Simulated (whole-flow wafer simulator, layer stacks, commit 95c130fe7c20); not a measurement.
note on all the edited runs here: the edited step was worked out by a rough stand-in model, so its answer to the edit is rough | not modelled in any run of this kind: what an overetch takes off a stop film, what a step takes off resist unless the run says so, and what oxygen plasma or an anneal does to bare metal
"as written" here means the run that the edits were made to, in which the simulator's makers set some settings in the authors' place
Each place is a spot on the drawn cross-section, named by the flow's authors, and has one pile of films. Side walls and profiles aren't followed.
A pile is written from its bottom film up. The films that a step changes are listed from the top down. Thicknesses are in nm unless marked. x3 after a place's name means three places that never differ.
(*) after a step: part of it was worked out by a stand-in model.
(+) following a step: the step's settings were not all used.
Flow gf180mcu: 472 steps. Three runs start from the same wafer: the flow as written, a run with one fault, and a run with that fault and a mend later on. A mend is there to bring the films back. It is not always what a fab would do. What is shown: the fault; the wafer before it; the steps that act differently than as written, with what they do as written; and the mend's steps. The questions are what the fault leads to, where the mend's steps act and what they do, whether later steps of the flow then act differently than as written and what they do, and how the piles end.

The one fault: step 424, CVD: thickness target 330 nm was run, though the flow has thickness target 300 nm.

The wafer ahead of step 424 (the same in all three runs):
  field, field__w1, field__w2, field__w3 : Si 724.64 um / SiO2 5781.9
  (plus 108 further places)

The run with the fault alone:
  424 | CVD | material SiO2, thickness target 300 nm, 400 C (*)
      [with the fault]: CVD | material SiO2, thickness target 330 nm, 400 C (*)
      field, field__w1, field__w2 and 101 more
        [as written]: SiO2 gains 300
        [with the fault]: SiO2 gains 330
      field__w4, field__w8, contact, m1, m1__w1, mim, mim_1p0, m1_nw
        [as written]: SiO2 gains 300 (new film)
        [with the fault]: SiO2 gains 330 (new film)
  Steps further on in the flow that do not act as written (2 other steps are not shown; they differ only slightly, by no more than 2% or 0.5 nm, whichever is larger):
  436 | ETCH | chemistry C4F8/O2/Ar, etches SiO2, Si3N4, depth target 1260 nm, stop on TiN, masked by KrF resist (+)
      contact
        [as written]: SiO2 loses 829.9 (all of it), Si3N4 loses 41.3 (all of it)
        [with the fault]: SiO2 loses 859.9 (all of it), Si3N4 loses 41.3 (all of it)
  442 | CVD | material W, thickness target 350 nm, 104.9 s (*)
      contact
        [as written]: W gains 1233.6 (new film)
        [with the fault]: W gains 1263.8 (new film)
  The piles end different from the flow's at field__w8, contact, m1, m1__w1, m1_nw by more than 2% or 0.5 nm, whichever is larger.
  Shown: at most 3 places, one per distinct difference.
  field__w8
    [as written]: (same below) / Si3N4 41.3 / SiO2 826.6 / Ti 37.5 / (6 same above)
    [with the fault]: (same below) / Si3N4 41.3 / SiO2 856.6 / Ti 37.5 / (6 same above)
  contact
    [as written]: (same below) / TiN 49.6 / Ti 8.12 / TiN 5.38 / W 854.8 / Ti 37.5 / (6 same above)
    [with the fault]: (same below) / TiN 49.6 / Ti 7.98 / TiN 5.29 / W 885 / Ti 37.5 / (6 same above)

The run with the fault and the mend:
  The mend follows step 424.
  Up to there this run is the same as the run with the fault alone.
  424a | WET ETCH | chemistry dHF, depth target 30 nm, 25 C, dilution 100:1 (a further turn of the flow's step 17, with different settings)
      field, field__w1, field__w2 and 109 more
        SiO2 loses 30
  Later steps of the flow that are run all act as written at every place that is followed.
  The piles end the same as the flow's at every place that both follow.
